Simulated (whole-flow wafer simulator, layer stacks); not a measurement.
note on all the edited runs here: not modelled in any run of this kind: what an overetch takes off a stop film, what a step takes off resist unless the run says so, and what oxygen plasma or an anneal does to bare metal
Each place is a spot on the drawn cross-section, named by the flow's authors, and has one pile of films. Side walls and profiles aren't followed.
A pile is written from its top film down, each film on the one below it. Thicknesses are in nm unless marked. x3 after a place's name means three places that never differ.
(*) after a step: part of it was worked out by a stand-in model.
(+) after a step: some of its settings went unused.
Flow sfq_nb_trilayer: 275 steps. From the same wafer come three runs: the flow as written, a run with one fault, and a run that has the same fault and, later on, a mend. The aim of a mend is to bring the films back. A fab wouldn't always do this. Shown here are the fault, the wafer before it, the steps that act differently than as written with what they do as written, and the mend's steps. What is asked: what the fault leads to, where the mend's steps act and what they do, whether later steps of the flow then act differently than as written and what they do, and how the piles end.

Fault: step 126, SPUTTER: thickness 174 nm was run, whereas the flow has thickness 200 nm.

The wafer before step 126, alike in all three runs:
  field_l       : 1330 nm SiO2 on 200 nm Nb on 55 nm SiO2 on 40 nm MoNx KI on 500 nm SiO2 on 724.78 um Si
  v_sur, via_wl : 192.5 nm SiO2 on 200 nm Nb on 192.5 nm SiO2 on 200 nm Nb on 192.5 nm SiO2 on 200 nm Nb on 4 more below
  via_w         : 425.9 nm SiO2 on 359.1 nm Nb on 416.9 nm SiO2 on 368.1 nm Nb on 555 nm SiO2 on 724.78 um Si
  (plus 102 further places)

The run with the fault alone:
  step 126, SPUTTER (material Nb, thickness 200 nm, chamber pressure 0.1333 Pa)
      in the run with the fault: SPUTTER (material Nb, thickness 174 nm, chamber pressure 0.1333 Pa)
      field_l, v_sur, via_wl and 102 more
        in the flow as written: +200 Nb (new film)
        in the run with the fault: +174 Nb (new film)
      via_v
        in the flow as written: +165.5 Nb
        in the run with the fault: +143.8 Nb
  Steps further on in the flow that do not act as written (not shown: 5 more steps that differ only slightly, by at most 2% or 0.5 nm, whichever is larger):
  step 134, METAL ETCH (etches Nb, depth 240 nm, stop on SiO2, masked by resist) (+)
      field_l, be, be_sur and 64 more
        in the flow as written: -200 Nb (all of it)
        in the run with the fault: -174 Nb (all of it)
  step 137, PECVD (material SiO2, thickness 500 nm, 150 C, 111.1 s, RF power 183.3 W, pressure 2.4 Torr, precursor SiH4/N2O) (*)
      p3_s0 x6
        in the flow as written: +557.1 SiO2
        in the run with the fault: +531.1 SiO2
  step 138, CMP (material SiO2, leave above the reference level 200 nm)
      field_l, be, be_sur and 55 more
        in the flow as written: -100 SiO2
        in the run with the fault: -126 SiO2
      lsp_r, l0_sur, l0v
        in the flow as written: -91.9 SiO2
        in the run with the fault: -119 SiO2
  By the end, the piles at v_sur, via_wl, via_w and 36 more depart from the flow's by more than 2% or 0.5 nm, whichever is larger.
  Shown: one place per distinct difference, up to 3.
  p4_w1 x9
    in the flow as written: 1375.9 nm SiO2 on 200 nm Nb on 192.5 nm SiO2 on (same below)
    in the run with the fault: 1375.9 nm SiO2 on 174 nm Nb on 192.5 nm SiO2 on (same below)
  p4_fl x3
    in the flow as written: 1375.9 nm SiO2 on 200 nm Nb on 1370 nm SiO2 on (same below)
    in the run with the fault: 1375.9 nm SiO2 on 174 nm Nb on 1370 nm SiO2 on (same below)
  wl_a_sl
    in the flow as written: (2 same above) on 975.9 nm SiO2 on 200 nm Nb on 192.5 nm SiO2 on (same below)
    in the run with the fault: (2 same above) on 975.9 nm SiO2 on 174 nm Nb on 192.5 nm SiO2 on (same below)

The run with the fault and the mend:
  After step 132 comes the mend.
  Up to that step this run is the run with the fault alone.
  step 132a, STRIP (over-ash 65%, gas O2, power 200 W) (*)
      p3_s0 x6, p3_fr x3, wl_d_sl and 38 more
        -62 anti-reflective coat (all of it)
      p4_fl x3, p4_w1 x9, p4_g1 x2 and 15 more
        -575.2 KrF resist (all of it), -62 anti-reflective coat (all of it)
      moat, field_r, lsp_l, lsp_r, l0_sur, l0v
        -61.8 anti-reflective coat (all of it)
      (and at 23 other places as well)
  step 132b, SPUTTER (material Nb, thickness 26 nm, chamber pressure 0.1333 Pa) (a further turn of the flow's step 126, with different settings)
      field_l, v_sur, via_wl and 102 more
        +26 Nb
      via_v
        +19.7 Nb
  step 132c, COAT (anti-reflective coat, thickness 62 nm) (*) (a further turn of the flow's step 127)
      p4_fl x3, p4_w1 x9, p4_g1 x2 and 63 more
        +62 anti-reflective coat (new film)
      moat, field_r, lsp_l and 6 more
        +61.8 anti-reflective coat (new film)
      be_r, r_sur, res, r_end
        +61.7 anti-reflective coat (new film)
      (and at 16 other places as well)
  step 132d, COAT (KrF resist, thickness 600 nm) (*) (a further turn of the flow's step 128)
      p4_fl x3, p4_w1 x9, p4_g1 x2 and 63 more
        +600 KrF resist (new film)
      field_r, lsp_l, ln_m5, lsp_m, l0v
        +599.5 KrF resist (new film)
      ln_m6, lsp_r, l0_sur
        +599.6 KrF resist (new film)
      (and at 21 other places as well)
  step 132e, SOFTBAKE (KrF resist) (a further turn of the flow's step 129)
      alters no film at any place that is followed
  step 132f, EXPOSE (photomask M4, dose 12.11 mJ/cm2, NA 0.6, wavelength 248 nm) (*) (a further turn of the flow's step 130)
      alters no film at any place that is followed
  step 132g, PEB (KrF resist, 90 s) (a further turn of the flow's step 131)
      field_l, v_sur, via_wl and 97 more
        -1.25 KrF resist
      via_w, via_wr, via_sp, wire, be
        -1.24 KrF resist
      via_v
        -1.61 KrF resist
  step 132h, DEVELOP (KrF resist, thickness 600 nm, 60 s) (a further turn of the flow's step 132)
      p3_s0 x6, p3_fr x3, wl_d_sl and 38 more
        -598.7 KrF resist (all of it)
      v_sur, via_wl, via_w and 36 more
        -23.5 KrF resist
      moat, field_r, lsp_l
        -598.2 KrF resist (all of it)
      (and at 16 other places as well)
  None of the later steps of the flow differs from how it acts as written, at any place that is followed, by more than 2% or 0.5 nm, whichever is larger.
  At the end the piles are close to the flow's at the places that both follow, differing by at most 2% or 0.5 nm, whichever is larger.
